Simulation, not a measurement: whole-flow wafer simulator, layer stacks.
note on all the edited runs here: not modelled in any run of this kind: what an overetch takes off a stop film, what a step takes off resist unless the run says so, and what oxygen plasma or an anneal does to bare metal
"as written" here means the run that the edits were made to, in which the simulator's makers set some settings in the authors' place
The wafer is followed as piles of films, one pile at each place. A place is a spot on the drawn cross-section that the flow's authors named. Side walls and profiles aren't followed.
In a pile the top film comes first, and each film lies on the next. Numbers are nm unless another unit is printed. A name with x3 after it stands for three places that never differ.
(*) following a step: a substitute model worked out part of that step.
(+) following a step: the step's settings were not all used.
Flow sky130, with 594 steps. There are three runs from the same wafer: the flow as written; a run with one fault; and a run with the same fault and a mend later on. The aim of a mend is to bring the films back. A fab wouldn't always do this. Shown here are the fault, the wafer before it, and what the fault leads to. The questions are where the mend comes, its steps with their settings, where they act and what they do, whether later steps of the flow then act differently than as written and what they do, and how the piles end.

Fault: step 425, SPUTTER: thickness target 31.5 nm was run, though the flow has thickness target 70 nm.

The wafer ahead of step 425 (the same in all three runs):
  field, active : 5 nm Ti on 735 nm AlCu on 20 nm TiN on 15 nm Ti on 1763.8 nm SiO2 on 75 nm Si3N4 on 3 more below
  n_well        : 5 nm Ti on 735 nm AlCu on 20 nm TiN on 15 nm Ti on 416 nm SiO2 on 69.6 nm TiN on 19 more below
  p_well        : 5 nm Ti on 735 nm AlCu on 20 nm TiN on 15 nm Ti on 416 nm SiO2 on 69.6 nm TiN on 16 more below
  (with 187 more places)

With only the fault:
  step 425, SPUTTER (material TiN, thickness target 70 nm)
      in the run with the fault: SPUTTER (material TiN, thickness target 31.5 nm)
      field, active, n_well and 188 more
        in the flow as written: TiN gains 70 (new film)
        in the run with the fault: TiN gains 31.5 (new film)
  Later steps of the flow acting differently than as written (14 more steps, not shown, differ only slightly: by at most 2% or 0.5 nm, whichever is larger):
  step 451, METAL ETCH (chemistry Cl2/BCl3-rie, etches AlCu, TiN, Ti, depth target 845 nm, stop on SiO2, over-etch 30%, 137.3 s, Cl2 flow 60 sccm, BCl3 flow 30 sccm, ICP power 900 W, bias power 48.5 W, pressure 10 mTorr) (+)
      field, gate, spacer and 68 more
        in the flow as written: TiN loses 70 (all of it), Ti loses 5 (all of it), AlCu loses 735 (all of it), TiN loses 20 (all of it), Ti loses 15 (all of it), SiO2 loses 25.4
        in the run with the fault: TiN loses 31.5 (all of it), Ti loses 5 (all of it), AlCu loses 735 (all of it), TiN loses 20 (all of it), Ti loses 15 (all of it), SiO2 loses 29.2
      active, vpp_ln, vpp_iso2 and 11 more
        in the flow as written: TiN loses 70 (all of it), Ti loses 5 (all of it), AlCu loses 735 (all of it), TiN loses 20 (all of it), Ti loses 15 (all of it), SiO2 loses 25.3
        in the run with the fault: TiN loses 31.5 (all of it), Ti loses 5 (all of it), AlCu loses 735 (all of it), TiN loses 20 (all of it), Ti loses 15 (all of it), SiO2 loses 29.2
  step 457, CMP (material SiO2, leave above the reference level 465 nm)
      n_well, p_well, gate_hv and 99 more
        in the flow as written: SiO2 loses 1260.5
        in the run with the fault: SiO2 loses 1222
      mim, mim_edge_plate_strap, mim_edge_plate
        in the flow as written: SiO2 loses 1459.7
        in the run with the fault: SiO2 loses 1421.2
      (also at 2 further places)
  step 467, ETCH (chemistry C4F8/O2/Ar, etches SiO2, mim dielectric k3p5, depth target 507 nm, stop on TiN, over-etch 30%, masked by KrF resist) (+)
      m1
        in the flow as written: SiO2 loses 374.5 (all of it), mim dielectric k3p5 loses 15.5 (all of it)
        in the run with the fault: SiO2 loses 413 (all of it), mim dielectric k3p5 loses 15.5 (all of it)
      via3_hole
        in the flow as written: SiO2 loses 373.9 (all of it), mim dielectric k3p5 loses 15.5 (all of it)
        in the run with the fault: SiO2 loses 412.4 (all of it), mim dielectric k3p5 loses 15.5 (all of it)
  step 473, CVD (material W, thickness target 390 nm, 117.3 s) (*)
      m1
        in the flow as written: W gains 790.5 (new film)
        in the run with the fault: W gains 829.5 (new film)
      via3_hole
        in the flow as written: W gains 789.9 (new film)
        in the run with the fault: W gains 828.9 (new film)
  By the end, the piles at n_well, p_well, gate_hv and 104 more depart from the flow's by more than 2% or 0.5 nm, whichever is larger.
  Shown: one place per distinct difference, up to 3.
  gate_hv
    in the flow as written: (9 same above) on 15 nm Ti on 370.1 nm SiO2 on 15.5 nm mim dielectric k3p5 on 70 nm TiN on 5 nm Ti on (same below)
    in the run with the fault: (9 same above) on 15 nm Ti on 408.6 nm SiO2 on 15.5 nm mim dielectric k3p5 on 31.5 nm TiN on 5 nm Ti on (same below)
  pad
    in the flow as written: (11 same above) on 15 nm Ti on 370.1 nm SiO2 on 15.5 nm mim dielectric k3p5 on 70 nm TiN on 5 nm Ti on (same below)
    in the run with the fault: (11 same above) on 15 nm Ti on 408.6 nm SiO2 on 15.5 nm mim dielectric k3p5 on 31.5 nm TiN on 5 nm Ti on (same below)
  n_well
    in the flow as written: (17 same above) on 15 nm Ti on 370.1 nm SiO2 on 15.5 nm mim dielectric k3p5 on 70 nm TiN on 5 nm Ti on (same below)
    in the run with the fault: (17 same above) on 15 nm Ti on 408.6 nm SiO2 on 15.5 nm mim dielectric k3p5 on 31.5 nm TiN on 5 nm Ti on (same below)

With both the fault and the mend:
  After step 425 comes the mend.
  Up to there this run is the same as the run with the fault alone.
  step 425a, SPUTTER (material TiN, thickness target 38.5 nm) (the flow's step 425 again, with other settings)
      field, active, n_well and 188 more
        TiN gains 38.5
  None of the later steps of the flow acts differently than as written at any place that is followed.
  At every place that both follow, the piles at the end match the flow's.
